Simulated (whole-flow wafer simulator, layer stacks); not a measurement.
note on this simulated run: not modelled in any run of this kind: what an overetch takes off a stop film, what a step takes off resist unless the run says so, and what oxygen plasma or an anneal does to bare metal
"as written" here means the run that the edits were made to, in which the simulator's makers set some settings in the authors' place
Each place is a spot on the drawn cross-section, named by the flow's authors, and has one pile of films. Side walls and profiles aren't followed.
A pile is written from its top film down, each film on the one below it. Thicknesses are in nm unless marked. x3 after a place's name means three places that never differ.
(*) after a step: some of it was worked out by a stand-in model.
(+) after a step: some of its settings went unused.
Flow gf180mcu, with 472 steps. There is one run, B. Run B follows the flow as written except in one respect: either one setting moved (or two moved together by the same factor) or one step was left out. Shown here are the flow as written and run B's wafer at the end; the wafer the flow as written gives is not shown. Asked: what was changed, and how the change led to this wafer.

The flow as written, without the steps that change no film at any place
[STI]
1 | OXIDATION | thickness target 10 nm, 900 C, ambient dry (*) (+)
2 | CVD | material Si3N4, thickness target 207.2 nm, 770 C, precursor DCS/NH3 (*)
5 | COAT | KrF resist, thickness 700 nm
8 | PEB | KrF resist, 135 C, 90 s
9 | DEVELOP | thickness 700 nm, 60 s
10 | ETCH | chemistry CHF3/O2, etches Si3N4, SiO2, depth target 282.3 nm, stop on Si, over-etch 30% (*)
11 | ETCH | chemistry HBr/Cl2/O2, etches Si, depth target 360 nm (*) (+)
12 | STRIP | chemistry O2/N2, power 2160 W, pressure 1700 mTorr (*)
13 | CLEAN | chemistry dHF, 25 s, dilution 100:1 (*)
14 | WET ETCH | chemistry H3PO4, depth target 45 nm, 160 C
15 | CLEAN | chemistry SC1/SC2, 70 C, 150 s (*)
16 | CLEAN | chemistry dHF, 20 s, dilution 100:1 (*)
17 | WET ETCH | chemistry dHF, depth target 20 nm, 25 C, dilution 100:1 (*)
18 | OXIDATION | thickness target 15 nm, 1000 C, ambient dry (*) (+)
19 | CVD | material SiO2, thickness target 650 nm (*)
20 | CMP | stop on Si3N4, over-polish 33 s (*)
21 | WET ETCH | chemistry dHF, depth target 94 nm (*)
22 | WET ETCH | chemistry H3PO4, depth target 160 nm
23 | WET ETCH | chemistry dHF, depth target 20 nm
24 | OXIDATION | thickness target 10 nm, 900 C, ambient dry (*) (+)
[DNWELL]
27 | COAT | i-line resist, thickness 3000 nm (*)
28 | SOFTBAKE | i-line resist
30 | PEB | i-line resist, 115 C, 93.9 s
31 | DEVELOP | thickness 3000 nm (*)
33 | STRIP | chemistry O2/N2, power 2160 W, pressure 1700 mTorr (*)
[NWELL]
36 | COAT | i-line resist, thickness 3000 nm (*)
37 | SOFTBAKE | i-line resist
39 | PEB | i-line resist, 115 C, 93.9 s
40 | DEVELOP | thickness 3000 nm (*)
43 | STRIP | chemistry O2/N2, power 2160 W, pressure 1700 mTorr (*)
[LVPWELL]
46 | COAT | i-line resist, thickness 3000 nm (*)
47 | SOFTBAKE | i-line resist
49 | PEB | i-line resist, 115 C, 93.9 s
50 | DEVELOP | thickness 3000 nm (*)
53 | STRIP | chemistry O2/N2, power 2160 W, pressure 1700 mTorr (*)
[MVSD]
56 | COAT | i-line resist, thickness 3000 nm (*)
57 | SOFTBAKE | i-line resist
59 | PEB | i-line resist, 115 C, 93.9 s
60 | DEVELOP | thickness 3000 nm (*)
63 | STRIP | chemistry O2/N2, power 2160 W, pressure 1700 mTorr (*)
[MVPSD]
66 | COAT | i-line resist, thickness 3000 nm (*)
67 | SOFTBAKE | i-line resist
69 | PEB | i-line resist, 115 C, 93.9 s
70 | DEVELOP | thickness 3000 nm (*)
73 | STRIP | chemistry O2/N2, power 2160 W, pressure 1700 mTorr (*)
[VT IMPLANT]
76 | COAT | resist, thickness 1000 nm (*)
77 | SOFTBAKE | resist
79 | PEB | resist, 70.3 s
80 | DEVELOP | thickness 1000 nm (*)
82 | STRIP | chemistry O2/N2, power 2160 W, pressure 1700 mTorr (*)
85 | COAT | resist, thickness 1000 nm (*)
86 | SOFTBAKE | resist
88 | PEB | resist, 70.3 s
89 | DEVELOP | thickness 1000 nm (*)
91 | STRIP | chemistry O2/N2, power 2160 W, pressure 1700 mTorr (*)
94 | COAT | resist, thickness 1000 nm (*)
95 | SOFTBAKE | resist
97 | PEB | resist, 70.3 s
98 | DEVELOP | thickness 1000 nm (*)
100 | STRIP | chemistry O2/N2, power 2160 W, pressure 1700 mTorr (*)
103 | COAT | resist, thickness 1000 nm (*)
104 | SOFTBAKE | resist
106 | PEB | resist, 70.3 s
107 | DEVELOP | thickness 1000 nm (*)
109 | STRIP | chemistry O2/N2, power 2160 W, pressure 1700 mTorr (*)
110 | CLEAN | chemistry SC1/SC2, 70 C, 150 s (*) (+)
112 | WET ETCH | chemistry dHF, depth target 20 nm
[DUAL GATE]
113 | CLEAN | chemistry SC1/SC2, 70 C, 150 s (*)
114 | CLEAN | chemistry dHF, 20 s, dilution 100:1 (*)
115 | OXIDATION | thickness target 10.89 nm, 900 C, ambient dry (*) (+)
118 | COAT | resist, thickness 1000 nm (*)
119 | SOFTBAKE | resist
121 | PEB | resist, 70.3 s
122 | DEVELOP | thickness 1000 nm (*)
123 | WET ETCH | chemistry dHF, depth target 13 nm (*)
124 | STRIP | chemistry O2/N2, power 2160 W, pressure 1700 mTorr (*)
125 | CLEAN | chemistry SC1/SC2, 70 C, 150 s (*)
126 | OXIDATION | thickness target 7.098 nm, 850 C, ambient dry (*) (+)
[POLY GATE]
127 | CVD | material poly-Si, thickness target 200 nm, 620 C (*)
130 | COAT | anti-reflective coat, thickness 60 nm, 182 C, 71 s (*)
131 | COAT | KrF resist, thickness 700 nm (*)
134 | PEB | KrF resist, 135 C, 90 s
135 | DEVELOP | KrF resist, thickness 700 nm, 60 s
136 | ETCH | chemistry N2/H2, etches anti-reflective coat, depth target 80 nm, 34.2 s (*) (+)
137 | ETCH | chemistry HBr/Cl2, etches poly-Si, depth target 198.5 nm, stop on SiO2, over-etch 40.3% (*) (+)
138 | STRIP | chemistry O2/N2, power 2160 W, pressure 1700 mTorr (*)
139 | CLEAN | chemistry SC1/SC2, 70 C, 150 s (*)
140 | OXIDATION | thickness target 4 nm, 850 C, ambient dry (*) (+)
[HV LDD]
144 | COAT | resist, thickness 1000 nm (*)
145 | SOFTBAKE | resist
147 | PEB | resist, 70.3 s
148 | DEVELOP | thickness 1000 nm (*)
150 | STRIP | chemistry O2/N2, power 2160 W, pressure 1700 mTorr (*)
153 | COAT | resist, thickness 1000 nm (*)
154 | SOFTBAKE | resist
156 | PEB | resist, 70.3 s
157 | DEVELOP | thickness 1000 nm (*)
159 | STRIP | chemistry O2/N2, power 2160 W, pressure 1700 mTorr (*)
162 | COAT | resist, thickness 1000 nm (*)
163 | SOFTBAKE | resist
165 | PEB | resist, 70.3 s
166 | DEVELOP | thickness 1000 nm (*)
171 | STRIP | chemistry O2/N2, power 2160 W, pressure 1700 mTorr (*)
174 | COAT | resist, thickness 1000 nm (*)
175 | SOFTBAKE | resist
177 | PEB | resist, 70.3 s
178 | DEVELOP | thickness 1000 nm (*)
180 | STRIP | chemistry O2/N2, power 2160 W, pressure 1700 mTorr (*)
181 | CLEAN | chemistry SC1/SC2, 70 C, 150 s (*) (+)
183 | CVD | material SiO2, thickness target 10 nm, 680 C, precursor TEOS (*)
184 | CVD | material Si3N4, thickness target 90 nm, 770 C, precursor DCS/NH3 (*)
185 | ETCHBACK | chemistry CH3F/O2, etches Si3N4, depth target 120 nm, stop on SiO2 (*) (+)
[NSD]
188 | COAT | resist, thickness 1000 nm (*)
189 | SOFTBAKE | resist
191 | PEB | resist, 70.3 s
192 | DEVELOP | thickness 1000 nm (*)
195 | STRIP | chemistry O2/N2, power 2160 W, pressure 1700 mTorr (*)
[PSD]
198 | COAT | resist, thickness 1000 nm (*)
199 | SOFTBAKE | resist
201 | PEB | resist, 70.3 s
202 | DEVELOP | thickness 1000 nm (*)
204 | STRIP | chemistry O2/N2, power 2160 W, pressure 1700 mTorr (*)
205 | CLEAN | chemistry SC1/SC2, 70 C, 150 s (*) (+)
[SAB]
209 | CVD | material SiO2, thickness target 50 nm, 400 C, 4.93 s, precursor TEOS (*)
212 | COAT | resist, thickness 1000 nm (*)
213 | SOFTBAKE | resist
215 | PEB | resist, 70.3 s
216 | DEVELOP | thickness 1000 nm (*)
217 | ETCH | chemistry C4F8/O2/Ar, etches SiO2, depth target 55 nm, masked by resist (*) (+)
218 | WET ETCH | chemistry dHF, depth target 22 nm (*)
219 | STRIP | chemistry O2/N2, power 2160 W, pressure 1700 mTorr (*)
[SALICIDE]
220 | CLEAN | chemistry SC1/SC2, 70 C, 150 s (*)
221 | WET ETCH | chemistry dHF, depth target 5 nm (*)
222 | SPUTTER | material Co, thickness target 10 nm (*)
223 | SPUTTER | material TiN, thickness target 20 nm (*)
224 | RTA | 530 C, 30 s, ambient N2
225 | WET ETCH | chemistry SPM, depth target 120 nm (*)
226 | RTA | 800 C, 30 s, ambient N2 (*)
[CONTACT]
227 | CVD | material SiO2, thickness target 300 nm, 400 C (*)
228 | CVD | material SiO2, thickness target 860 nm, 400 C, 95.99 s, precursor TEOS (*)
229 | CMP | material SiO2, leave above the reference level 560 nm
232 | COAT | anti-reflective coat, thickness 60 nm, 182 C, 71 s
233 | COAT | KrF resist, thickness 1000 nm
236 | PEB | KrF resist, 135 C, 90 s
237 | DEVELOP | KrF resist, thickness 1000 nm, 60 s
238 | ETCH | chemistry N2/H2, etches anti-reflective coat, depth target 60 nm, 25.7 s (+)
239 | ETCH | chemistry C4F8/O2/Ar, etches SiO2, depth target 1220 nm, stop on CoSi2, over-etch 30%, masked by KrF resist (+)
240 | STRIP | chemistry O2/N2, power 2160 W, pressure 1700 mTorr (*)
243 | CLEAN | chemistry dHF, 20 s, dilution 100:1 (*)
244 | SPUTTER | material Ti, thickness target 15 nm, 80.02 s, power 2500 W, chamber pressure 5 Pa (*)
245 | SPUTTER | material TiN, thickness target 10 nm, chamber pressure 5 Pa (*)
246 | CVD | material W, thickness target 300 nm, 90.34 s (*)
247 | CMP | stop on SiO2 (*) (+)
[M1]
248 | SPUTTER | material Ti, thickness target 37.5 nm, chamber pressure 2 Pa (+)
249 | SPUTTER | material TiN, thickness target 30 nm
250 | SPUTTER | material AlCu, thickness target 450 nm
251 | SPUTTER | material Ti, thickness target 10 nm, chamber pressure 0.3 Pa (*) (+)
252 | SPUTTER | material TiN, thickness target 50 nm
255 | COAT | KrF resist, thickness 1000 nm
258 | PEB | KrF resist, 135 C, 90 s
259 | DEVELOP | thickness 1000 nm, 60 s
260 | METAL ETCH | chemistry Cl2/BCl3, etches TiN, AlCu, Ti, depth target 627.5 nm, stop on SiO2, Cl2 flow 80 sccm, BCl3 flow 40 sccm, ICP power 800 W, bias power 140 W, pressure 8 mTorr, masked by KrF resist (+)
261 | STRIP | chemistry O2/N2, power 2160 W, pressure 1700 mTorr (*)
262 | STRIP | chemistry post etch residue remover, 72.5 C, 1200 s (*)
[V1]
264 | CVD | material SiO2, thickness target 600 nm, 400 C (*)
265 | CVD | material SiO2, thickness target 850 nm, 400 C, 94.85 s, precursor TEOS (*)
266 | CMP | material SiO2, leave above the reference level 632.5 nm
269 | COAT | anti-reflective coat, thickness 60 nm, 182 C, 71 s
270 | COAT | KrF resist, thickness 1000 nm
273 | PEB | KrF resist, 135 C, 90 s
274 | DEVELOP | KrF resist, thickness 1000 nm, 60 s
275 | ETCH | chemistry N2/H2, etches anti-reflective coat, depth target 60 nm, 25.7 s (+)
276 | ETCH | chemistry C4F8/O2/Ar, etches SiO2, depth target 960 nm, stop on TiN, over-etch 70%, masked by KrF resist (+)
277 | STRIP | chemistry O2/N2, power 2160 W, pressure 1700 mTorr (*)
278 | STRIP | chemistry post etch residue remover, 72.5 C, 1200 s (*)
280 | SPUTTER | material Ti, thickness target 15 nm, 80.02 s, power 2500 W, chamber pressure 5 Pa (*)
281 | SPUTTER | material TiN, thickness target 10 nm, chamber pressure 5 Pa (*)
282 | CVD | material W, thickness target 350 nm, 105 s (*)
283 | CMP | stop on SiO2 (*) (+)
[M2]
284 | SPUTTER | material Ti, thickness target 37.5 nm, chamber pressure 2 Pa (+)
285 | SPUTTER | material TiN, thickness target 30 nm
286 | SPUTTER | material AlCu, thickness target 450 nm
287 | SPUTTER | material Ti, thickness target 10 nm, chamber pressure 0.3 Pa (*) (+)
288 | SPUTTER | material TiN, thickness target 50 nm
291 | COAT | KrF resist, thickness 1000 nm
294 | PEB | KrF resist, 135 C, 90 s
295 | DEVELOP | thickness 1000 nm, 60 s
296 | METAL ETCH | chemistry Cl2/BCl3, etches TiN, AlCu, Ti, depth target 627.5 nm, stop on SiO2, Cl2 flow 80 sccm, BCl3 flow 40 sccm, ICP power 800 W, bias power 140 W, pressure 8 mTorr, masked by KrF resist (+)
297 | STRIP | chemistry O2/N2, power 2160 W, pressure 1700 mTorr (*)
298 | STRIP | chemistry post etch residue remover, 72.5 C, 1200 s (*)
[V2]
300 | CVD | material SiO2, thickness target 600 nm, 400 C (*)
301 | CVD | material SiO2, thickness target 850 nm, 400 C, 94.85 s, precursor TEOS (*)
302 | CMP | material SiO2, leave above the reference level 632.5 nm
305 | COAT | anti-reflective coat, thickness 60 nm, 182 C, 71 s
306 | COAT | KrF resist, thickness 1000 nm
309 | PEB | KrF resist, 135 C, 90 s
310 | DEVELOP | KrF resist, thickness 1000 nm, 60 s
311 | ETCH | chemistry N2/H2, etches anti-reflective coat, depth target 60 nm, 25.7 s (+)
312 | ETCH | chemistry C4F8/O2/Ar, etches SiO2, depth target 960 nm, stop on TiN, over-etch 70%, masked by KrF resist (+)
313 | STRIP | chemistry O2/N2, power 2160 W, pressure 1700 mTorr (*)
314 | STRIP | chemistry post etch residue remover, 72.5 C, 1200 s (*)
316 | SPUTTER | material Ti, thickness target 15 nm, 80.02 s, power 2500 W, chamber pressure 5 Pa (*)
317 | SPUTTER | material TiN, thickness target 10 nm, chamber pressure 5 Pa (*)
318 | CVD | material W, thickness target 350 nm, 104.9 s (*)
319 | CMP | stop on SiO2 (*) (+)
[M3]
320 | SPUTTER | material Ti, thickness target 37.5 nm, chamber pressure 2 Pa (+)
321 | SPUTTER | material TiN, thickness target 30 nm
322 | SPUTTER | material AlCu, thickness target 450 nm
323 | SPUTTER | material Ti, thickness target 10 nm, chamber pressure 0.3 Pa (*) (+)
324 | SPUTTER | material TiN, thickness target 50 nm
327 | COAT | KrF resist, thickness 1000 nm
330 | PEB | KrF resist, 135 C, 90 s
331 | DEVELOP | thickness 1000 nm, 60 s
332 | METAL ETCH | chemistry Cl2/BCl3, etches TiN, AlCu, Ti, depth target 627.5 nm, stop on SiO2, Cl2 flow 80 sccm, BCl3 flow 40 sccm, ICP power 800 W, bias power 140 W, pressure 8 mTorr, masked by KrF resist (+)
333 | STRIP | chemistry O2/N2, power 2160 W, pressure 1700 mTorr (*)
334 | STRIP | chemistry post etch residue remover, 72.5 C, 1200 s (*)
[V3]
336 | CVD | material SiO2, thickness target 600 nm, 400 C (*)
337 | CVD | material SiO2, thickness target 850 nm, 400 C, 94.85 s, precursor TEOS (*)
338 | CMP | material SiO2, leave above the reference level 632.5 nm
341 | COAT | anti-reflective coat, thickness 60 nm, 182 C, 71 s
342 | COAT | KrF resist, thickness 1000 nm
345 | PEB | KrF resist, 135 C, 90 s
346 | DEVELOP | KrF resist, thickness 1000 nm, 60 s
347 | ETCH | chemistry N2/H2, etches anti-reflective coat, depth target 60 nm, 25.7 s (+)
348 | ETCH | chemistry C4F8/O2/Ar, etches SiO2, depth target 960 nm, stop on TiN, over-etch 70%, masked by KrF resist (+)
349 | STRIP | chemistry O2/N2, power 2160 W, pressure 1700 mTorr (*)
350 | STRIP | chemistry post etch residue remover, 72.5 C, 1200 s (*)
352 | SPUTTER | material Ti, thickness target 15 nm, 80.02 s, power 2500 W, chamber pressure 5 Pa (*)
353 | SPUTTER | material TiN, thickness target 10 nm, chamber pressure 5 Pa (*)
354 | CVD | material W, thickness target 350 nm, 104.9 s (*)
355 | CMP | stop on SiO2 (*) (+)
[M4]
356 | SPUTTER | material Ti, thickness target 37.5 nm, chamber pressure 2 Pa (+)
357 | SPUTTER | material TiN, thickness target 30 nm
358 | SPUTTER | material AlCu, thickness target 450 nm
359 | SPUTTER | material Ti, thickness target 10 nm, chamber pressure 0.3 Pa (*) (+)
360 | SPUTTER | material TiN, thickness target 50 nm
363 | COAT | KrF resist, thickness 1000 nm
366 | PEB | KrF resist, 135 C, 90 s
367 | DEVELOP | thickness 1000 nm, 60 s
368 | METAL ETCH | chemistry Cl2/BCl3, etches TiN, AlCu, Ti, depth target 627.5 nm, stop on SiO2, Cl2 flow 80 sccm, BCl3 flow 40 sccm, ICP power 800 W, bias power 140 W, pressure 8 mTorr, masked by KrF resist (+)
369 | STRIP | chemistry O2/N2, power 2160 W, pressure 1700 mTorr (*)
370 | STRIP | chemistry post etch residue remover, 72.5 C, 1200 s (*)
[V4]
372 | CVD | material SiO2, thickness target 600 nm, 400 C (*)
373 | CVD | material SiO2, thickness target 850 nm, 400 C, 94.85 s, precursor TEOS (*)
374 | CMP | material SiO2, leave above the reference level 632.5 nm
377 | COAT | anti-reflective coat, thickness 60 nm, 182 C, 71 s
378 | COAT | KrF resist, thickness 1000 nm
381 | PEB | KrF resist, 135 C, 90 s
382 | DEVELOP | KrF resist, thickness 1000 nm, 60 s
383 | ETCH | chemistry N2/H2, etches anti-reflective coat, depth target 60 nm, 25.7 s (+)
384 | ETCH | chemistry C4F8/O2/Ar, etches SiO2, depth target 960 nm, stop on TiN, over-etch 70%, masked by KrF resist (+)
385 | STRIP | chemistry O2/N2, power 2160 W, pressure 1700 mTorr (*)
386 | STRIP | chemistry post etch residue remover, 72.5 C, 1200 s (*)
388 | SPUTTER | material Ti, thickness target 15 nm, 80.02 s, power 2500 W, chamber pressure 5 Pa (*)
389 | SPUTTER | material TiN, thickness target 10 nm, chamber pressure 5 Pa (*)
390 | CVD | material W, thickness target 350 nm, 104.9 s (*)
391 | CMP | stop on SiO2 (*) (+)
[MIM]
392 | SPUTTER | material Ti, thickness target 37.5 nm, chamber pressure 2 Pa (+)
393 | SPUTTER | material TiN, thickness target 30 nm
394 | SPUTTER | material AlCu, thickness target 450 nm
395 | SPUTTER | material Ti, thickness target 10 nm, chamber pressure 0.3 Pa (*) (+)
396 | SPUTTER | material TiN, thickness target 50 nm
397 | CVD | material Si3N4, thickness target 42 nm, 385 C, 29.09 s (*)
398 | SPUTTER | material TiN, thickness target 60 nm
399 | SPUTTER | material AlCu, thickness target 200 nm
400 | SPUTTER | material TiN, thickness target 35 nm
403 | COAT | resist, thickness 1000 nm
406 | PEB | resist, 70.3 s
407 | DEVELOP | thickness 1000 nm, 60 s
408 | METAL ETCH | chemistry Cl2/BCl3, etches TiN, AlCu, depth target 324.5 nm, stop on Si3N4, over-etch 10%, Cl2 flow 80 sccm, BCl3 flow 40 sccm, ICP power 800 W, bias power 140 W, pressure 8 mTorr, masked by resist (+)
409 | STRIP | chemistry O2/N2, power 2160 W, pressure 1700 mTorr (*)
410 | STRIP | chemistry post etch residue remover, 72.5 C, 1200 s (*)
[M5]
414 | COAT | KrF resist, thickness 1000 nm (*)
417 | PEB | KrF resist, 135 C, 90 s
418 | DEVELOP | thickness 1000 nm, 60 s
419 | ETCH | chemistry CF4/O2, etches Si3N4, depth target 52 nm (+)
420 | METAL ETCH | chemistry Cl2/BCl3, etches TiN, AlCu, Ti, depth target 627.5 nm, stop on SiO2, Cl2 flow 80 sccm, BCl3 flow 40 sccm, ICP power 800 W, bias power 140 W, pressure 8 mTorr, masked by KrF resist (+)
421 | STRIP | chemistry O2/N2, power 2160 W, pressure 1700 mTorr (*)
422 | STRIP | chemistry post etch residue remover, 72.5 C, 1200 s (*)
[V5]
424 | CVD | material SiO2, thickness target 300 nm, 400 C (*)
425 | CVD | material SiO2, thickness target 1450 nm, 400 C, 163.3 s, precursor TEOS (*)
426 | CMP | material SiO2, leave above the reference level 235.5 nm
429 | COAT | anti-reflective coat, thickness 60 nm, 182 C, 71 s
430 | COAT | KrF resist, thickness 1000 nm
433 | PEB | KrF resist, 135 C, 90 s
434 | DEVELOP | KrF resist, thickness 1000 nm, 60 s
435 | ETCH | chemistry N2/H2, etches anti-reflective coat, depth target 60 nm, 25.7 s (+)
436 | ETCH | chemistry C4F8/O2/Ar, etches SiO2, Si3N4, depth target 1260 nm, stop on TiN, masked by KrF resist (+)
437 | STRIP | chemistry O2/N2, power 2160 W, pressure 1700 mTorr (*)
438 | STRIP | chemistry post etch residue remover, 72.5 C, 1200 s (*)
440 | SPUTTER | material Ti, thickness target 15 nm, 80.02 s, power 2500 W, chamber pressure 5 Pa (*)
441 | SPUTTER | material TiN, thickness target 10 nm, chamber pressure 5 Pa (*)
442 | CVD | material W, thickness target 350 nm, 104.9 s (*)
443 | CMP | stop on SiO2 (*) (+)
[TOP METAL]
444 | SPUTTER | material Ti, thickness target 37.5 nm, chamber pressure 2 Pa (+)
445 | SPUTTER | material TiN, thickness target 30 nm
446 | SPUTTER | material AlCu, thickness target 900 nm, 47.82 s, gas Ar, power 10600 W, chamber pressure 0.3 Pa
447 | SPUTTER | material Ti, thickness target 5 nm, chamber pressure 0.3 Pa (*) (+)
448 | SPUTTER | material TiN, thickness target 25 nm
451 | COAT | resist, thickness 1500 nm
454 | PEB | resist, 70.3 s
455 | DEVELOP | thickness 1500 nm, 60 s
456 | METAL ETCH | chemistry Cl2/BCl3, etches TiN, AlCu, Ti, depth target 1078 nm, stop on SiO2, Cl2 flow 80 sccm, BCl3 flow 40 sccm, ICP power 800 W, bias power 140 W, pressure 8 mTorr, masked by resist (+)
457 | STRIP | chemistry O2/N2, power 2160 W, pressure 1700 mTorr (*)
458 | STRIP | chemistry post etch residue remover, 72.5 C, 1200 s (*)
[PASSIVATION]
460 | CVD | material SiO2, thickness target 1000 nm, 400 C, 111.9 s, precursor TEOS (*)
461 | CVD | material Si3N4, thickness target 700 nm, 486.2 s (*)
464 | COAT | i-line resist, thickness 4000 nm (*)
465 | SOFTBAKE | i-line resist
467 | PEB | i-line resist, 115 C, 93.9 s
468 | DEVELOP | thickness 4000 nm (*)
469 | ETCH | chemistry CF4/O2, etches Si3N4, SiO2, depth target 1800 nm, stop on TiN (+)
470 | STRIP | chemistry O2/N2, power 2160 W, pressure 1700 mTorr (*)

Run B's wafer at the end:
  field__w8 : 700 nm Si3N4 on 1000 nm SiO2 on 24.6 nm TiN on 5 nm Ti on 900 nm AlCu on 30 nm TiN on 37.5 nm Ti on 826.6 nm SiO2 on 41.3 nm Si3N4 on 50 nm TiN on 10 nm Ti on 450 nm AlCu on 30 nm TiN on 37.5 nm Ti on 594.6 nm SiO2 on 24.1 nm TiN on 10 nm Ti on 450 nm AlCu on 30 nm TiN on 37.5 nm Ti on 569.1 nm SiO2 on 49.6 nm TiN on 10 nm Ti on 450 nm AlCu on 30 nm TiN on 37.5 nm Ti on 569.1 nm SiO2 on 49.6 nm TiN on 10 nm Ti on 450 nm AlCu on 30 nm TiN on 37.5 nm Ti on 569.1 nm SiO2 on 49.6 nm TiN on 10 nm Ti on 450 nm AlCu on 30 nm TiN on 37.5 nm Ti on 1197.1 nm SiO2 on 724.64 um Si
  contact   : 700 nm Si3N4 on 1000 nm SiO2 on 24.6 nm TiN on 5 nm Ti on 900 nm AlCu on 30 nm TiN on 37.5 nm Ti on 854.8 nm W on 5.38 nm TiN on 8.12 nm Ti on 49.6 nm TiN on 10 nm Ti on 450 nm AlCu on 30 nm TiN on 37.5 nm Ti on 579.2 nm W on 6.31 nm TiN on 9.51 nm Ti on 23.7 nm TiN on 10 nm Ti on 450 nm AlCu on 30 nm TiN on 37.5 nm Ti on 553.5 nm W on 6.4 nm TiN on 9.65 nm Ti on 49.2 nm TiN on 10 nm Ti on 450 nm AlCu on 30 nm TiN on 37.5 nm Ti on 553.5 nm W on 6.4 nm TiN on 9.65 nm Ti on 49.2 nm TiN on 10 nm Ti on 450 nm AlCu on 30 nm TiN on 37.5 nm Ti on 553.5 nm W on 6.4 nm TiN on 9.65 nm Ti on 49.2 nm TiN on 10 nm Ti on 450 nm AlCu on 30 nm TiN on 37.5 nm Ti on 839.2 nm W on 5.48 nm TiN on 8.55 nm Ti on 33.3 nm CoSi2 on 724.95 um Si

What caused this: step 360, SPUTTER: thickness target 24.5 nm was run, though the flow has thickness target 50 nm.

The path from the change to this, step by step:
  360 | SPUTTER | material TiN, thickness target 50 nm
      field, field__w1, field__w2 and 108 more: TiN gains 24.5 (new film) (as written it would have been: TiN gains 50 (new film))
  368 | METAL ETCH | chemistry Cl2/BCl3, etches TiN, AlCu, Ti, depth target 627.5 nm, stop on SiO2, Cl2 flow 80 sccm, BCl3 flow 40 sccm, ICP power 800 W, bias power 140 W, pressure 8 mTorr, masked by KrF resist (+)
      field, field__w1, field__w2 and 103 more: TiN loses 24.5 (all of it), Ti loses 10 (all of it), AlCu loses 450 (all of it), TiN loses 30 (all of it), Ti loses 37.5 (all of it) (as written it would have been: TiN loses 50 (all of it), Ti loses 10 (all of it), AlCu loses 450 (all of it), TiN loses 30 (all of it), Ti loses 37.5 (all of it))
  374 | CMP | material SiO2, leave above the reference level 632.5 nm
      field__w8, contact, m1, m1__w1, m1_nw: SiO2 loses 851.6 (as written it would have been: SiO2 loses 877.1)
  384 | ETCH | chemistry C4F8/O2/Ar, etches SiO2, depth target 960 nm, stop on TiN, over-etch 70%, masked by KrF resist (+)
      contact: SiO2 loses 598 (all of it) (as written it would have been: SiO2 loses 572.5 (all of it))
  390 | CVD | material W, thickness target 350 nm, 104.9 s (*)
      contact: W gains 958 (new film) (as written it would have been: W gains 932.3 (new film))
